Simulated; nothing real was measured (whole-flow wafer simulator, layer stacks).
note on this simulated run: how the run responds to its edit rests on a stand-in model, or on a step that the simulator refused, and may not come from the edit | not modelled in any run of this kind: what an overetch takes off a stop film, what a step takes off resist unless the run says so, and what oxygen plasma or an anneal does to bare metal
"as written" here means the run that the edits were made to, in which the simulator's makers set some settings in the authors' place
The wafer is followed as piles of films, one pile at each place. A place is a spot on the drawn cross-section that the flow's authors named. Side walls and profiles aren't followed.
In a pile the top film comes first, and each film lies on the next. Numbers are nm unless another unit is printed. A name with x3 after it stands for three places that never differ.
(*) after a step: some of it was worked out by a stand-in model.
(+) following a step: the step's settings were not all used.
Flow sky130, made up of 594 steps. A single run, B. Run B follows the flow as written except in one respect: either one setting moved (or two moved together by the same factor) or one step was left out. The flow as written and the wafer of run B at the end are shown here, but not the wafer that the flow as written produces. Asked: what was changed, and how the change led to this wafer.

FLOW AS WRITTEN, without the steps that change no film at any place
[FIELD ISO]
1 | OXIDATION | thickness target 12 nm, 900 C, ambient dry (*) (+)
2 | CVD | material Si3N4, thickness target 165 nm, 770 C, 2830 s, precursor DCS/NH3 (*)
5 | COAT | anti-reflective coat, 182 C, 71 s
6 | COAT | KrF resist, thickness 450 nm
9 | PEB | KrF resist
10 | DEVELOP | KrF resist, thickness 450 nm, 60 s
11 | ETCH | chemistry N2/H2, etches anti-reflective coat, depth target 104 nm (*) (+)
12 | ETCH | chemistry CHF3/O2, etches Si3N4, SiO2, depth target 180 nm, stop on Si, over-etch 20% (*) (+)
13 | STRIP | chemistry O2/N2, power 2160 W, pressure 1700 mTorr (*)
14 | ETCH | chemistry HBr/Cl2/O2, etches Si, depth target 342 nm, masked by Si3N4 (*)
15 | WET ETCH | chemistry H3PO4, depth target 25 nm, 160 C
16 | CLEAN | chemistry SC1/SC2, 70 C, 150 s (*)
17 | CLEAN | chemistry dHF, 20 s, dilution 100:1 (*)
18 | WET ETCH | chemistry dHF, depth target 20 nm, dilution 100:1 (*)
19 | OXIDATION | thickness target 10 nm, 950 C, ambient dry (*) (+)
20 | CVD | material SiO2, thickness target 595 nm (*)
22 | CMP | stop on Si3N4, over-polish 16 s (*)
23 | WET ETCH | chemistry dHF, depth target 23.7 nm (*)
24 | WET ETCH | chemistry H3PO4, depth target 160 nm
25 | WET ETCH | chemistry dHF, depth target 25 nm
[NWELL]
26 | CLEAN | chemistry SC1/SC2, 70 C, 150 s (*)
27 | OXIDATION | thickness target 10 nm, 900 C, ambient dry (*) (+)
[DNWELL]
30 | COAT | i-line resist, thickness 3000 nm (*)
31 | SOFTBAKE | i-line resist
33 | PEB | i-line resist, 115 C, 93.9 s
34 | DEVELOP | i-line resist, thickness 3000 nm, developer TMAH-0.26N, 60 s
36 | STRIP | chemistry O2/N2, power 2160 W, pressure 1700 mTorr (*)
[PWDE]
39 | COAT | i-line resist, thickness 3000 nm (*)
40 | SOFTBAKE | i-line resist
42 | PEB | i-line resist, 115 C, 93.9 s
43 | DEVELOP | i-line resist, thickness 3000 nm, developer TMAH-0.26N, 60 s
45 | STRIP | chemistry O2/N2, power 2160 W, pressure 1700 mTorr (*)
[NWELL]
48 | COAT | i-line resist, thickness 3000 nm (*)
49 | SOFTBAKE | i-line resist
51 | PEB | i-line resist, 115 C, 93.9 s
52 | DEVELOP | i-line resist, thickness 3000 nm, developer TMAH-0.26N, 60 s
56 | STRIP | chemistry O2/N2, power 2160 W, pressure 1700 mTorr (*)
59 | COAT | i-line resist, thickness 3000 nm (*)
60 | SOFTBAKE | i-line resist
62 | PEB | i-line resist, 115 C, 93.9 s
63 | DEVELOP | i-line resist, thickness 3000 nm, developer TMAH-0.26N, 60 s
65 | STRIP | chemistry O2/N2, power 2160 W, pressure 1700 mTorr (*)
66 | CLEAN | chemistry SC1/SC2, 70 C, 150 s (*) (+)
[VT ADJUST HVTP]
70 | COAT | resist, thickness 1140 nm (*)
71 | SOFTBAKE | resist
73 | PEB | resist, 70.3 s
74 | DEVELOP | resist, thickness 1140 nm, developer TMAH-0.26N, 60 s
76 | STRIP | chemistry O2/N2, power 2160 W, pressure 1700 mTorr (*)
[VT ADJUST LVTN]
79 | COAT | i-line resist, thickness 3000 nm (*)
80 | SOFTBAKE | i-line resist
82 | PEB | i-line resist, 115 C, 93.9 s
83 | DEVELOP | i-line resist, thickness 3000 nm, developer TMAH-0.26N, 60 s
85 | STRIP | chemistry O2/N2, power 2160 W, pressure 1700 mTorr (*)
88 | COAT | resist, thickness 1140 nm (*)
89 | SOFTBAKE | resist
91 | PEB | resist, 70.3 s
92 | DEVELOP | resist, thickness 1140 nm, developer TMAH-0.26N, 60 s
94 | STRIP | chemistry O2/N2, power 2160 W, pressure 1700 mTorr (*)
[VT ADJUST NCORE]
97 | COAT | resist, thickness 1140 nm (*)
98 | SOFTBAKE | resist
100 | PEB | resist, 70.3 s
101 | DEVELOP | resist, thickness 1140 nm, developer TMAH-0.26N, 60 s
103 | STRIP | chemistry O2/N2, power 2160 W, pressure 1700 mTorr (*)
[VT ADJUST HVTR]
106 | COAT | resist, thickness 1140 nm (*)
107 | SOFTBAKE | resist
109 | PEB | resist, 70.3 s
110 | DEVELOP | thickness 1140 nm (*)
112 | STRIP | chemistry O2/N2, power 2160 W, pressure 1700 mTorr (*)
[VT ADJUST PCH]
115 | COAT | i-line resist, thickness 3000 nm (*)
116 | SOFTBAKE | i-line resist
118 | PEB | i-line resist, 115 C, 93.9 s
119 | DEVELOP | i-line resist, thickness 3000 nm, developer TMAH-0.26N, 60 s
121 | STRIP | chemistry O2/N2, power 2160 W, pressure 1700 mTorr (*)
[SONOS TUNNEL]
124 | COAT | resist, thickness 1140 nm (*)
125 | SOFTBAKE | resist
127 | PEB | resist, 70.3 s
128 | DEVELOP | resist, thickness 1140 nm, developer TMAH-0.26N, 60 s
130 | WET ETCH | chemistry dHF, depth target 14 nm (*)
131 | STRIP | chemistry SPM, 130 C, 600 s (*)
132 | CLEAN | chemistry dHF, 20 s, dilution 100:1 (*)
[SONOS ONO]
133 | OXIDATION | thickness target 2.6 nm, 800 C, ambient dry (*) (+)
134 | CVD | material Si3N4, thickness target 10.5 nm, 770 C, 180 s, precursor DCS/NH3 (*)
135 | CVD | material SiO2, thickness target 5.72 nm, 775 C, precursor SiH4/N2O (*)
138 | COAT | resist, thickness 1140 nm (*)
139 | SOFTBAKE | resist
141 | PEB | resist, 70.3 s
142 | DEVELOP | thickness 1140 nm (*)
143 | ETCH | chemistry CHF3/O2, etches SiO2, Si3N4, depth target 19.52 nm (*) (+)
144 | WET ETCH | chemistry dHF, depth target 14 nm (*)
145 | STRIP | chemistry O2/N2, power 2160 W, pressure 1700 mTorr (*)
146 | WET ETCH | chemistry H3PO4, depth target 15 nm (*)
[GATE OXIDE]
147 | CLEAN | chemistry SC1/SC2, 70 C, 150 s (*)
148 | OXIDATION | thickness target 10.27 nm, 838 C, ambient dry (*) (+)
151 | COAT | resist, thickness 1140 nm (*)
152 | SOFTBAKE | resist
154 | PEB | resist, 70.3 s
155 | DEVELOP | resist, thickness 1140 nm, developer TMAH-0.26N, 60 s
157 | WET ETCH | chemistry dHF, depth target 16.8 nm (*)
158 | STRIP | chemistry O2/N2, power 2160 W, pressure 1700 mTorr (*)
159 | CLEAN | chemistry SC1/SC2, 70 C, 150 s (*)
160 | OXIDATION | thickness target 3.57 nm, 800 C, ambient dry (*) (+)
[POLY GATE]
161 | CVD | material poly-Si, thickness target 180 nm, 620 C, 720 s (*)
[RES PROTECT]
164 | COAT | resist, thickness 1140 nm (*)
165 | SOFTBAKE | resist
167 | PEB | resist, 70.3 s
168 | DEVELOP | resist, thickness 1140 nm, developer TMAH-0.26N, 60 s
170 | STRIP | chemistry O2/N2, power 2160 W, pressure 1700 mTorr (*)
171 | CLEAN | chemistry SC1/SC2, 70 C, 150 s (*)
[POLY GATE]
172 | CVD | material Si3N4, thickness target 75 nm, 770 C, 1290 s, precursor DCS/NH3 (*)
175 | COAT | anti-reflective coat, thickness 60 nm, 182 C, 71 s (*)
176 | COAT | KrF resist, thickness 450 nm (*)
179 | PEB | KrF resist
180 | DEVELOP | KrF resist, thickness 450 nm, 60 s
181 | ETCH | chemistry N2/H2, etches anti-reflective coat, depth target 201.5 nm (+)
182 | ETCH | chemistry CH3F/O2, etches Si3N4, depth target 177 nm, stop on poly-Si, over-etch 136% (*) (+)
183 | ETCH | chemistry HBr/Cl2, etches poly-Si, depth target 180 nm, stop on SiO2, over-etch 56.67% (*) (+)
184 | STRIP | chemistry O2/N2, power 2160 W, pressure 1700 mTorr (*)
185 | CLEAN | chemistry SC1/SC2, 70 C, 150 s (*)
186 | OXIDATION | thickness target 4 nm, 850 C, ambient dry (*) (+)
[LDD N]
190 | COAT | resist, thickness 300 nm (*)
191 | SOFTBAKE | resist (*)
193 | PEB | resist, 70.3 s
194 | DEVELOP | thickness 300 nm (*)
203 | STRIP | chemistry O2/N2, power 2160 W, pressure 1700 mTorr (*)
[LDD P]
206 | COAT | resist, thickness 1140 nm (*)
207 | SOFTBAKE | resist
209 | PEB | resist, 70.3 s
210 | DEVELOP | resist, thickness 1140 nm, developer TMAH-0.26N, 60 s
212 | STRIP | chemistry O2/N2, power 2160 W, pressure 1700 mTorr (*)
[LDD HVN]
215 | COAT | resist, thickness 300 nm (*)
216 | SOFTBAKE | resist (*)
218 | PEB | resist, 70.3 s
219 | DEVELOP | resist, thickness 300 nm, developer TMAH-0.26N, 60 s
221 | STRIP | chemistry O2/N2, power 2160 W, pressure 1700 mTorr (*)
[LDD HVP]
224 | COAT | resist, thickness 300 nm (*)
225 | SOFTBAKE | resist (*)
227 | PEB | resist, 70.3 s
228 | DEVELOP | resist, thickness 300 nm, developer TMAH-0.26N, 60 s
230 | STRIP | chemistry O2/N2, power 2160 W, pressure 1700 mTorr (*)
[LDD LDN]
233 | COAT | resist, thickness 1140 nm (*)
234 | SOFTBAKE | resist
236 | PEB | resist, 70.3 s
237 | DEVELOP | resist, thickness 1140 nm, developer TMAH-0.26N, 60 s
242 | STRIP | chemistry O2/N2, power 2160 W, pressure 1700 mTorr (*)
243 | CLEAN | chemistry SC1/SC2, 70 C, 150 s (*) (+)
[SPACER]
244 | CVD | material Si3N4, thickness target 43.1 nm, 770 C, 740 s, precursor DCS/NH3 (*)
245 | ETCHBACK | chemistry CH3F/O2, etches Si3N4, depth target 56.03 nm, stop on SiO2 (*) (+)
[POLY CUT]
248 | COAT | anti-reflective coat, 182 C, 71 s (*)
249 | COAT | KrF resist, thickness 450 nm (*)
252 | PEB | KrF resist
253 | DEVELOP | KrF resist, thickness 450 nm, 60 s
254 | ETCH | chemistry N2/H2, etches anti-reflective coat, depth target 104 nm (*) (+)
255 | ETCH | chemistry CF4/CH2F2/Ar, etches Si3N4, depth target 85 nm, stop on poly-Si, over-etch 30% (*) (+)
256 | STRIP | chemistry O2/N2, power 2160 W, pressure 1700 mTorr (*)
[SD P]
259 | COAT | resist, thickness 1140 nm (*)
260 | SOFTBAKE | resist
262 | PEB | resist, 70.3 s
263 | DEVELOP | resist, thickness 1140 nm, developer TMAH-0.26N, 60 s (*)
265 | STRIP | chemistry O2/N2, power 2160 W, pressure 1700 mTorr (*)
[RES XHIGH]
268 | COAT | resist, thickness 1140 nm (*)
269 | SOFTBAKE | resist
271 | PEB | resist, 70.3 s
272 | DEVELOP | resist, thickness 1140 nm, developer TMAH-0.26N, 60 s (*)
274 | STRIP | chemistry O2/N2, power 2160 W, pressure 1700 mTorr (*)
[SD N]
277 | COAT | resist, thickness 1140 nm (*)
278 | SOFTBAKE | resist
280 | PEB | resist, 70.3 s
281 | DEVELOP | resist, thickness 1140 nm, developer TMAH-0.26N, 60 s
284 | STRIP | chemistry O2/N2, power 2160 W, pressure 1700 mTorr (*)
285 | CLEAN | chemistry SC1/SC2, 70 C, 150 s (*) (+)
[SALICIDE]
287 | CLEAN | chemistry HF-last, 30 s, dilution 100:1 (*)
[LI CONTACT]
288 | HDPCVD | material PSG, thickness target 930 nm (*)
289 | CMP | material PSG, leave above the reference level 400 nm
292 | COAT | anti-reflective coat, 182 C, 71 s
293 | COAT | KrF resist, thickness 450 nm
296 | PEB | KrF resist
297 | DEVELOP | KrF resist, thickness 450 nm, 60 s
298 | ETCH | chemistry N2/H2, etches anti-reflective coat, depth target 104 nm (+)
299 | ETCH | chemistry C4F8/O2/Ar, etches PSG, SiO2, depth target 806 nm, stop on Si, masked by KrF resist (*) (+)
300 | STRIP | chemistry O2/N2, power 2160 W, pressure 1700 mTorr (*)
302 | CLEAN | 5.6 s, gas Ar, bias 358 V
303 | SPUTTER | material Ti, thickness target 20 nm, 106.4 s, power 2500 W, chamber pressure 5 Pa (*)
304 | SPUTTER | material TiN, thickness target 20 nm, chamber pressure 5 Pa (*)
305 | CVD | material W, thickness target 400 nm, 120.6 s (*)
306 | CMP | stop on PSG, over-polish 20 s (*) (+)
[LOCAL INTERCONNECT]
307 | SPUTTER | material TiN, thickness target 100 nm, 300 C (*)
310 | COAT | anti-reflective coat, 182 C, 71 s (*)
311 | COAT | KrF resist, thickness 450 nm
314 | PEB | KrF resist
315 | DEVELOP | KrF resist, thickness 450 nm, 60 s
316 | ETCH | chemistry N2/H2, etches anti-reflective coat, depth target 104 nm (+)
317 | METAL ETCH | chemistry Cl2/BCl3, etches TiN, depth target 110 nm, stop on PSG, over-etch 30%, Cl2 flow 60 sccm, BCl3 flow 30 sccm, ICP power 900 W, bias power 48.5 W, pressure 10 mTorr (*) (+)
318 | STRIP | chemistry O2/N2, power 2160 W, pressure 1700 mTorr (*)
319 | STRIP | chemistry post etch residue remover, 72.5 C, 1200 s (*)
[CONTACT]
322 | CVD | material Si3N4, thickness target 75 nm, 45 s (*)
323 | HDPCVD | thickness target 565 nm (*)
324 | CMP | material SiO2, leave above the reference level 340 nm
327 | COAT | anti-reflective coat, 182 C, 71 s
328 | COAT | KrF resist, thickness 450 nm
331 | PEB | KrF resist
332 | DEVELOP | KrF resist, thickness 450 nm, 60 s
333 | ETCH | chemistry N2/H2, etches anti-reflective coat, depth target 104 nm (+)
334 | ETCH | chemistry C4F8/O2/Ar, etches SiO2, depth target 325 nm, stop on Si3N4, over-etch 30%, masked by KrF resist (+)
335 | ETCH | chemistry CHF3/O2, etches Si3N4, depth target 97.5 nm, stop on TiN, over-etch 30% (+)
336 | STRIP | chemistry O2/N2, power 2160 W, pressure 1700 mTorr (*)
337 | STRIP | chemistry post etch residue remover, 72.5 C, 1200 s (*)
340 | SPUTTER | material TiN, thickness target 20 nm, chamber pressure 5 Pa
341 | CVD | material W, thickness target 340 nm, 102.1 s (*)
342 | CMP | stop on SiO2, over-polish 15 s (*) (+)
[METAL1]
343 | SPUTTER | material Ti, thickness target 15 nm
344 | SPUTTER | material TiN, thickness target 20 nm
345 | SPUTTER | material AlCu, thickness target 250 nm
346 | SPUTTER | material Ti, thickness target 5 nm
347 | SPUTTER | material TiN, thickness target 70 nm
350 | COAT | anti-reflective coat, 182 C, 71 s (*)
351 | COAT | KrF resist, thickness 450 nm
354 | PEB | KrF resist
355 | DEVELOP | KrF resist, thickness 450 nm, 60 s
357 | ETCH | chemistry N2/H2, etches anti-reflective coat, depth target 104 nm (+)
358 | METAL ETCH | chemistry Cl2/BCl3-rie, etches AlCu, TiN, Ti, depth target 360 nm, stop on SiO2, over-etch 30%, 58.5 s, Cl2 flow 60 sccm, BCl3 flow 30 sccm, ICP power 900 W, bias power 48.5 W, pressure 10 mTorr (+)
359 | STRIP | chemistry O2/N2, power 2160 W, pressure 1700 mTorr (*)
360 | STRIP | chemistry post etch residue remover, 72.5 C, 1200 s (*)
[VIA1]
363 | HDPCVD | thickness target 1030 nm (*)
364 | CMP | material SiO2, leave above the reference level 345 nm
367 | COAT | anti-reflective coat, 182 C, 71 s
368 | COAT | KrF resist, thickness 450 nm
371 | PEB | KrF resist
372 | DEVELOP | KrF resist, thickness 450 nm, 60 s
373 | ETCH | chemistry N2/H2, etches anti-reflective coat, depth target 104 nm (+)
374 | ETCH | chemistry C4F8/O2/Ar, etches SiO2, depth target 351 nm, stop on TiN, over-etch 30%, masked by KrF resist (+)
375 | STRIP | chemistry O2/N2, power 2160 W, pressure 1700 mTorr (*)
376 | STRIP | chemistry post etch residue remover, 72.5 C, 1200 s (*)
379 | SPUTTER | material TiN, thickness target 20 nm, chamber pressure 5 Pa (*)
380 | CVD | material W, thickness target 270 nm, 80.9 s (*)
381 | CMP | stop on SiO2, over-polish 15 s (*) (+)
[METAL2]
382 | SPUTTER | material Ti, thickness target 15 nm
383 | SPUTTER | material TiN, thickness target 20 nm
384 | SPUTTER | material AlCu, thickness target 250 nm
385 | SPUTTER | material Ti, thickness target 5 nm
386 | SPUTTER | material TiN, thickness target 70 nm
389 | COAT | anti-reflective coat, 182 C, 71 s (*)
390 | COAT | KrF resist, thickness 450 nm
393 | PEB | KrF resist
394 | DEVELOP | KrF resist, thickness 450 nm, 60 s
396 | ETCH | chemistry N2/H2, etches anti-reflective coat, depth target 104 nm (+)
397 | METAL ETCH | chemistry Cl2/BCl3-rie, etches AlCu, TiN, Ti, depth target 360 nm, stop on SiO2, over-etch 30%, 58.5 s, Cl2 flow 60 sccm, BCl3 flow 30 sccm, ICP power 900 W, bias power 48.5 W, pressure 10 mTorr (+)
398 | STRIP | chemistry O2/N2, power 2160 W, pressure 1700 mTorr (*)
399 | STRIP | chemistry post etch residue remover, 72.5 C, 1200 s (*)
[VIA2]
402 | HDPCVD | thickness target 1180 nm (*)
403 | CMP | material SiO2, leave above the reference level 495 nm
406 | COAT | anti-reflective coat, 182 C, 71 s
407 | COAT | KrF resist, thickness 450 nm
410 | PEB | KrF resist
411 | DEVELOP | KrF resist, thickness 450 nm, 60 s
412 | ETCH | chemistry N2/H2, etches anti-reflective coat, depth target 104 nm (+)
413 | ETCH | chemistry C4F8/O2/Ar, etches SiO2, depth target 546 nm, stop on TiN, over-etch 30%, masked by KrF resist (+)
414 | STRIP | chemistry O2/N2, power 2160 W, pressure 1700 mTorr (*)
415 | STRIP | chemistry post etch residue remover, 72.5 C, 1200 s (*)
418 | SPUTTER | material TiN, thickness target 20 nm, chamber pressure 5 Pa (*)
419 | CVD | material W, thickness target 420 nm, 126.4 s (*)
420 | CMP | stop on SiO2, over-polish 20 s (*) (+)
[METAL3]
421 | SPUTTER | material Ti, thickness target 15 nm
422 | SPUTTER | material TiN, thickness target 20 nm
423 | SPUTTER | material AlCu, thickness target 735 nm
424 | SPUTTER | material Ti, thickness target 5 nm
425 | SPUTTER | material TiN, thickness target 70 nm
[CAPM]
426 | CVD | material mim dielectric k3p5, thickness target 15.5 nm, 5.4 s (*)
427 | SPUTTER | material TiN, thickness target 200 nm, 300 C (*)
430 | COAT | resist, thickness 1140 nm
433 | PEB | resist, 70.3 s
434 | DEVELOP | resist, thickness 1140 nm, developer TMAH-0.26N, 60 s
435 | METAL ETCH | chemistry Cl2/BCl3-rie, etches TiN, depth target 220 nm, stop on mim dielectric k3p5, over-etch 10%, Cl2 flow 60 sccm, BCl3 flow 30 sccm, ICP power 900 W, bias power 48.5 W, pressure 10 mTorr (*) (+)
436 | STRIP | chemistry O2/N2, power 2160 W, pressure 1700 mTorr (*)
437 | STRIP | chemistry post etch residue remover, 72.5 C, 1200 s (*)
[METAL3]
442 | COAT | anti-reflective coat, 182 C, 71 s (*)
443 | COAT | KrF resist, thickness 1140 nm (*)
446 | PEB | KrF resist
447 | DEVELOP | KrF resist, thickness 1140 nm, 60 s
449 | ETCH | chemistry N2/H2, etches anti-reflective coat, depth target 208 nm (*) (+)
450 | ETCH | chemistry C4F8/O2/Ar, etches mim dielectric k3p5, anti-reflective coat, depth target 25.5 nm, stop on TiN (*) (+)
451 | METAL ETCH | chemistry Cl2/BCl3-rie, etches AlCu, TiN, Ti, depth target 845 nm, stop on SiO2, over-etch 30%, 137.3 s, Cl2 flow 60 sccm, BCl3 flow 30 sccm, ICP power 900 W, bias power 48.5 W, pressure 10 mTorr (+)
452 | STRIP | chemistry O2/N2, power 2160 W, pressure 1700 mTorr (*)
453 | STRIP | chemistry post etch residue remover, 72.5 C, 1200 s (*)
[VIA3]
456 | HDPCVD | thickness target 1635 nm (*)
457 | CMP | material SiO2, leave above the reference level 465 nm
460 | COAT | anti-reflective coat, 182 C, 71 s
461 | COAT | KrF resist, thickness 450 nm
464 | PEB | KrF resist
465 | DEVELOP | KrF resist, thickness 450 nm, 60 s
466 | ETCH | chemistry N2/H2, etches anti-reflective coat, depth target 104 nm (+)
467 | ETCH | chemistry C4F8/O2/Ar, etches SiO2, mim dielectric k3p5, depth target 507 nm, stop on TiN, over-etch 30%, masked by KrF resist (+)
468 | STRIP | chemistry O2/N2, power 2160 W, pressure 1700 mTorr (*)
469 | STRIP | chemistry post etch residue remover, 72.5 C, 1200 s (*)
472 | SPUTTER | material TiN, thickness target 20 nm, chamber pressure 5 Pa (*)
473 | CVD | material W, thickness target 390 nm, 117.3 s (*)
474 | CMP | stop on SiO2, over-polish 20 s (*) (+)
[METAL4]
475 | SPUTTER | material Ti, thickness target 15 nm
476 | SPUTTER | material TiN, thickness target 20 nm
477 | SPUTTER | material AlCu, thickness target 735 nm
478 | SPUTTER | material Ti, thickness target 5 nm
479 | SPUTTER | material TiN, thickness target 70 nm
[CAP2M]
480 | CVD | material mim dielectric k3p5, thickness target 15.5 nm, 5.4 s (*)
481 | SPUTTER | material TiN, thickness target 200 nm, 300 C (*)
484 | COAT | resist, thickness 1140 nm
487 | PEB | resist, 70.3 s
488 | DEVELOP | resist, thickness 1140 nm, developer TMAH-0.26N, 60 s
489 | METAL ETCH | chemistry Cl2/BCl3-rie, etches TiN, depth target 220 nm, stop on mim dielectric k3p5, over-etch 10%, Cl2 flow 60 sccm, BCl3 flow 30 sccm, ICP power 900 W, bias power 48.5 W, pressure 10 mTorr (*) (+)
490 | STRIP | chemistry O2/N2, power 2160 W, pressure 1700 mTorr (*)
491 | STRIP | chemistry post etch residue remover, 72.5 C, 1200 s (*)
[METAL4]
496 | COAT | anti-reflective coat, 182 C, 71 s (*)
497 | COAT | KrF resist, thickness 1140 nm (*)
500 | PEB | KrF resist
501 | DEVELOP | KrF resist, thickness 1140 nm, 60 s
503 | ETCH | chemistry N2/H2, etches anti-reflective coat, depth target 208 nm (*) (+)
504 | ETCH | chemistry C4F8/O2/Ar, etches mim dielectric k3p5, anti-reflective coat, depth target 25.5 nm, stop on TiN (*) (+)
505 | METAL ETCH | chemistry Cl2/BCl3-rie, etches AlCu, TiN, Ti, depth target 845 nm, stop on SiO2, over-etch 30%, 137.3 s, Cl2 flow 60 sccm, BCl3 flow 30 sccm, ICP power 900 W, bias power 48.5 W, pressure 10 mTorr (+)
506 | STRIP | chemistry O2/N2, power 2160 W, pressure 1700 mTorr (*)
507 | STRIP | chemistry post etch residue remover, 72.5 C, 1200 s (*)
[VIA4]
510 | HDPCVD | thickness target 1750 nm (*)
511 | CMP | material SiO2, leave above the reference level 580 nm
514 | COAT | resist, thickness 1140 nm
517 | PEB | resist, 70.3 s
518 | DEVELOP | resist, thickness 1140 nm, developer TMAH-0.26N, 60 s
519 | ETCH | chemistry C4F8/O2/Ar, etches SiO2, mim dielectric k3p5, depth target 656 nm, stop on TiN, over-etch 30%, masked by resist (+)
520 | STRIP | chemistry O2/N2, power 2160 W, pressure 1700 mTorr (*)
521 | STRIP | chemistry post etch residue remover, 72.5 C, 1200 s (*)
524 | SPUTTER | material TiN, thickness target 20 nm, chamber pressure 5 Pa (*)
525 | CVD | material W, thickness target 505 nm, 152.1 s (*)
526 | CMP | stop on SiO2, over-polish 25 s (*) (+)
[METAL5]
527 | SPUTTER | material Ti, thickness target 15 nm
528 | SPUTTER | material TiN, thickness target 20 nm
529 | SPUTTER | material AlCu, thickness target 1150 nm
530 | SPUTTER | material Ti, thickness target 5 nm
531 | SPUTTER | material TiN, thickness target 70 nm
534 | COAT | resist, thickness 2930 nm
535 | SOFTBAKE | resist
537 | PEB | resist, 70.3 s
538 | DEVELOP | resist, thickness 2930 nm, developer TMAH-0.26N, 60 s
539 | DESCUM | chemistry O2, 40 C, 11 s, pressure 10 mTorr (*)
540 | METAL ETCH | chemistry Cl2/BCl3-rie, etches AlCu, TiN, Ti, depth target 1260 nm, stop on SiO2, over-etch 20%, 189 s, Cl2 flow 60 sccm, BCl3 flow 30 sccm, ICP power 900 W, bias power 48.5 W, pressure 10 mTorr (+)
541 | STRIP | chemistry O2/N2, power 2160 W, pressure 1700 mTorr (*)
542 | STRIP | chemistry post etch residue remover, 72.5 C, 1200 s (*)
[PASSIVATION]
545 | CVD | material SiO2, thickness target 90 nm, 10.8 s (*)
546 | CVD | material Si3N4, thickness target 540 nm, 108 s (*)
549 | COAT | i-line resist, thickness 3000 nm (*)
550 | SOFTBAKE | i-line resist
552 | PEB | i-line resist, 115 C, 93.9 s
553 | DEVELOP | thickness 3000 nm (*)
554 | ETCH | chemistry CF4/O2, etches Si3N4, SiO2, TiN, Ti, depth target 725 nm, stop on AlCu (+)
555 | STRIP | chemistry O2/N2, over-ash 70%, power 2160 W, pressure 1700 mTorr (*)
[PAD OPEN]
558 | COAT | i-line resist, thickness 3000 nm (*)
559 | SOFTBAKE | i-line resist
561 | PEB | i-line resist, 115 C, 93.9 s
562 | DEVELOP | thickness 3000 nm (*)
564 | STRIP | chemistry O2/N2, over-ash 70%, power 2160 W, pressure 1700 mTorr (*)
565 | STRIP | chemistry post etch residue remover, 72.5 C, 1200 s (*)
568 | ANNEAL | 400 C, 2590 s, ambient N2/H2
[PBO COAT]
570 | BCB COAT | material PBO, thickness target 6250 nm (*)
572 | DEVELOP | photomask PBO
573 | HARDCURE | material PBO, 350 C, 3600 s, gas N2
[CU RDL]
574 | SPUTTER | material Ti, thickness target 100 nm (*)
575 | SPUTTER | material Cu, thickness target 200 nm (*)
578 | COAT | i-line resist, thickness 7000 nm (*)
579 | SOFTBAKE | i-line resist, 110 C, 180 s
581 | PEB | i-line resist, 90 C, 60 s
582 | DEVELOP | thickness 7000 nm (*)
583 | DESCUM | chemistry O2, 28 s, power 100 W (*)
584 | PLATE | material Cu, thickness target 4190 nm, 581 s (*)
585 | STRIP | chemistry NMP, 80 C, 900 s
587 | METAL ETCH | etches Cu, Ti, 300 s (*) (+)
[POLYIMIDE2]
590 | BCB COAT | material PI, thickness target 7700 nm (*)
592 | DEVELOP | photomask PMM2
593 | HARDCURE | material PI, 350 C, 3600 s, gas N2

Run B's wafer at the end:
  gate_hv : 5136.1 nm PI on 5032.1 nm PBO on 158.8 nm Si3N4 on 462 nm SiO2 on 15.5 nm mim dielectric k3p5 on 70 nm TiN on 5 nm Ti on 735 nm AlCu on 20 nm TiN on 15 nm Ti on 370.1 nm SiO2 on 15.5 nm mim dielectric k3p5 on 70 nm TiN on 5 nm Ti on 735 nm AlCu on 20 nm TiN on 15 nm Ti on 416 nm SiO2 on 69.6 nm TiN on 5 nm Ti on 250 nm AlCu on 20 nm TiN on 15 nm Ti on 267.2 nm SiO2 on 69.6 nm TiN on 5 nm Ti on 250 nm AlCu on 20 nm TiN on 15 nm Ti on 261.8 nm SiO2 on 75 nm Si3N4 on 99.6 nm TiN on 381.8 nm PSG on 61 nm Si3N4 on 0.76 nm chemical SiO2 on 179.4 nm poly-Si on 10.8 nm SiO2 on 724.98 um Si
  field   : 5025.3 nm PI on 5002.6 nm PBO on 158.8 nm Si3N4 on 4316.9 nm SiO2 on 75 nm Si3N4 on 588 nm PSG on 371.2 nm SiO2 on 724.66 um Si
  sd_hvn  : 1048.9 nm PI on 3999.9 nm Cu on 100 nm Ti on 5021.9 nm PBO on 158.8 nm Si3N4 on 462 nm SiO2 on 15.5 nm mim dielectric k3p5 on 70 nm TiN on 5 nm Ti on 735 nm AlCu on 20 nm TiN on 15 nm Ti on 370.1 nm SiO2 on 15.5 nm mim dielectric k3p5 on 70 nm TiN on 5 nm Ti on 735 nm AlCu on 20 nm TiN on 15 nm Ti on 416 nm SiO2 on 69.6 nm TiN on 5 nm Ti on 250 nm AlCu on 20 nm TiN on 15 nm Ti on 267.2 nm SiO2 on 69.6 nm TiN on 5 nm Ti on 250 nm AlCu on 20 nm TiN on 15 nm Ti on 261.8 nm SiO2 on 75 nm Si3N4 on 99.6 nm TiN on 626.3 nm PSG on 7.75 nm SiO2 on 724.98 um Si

The reason: step 511, CMP: leave above the reference level 458 nm was run, though the flow has leave above the reference level 580 nm.

Step by step, how the change led to this:
  511 | CMP | material SiO2, leave above the reference level 580 nm
      n_well, p_well, gate_hv and 99 more: -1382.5 SiO2 (it would be, as written: -1260.5 SiO2)
      field, active, gate and 77 more: -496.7 SiO2 (it would be, as written: -374.7 SiO2)
      (and at 11 other places as well)
  519 | ETCH | chemistry C4F8/O2/Ar, etches SiO2, mim dielectric k3p5, depth target 656 nm, stop on TiN, over-etch 30%, masked by resist (+)
      field, active, n_well and 188 more: -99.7 resist (it would be, as written: -131.2 resist)
      m1: -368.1 SiO2 (all of it), -15.5 mim dielectric k3p5 (all of it) (it would be, as written: -490.1 SiO2 (all of it), -15.5 mim dielectric k3p5 (all of it))
      (and at 1 other place as well)
  520 | STRIP | chemistry O2/N2, power 2160 W, pressure 1700 mTorr (*)
      field, active, n_well and 188 more: -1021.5 resist (all of it) (it would be, as written: -990.1 resist (all of it))
  524 | SPUTTER | material TiN, thickness target 20 nm, chamber pressure 5 Pa (*)
      m1, via4_hole: +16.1 TiN (it would be, as written: +15.3 TiN)
  525 | CVD | material W, thickness target 505 nm, 152.1 s (*)
      m1: +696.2 W (new film) (it would be, as written: +1015.8 W (new film))
      via4_hole: +697.2 W (new film) (it would be, as written: +1015.2 W (new film))
  526 | CMP | stop on SiO2, over-polish 25 s (*) (+)
      m1: -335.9 W (it would be, as written: -532.7 W)
      via4_hole: -337.6 W (it would be, as written: -532.7 W)
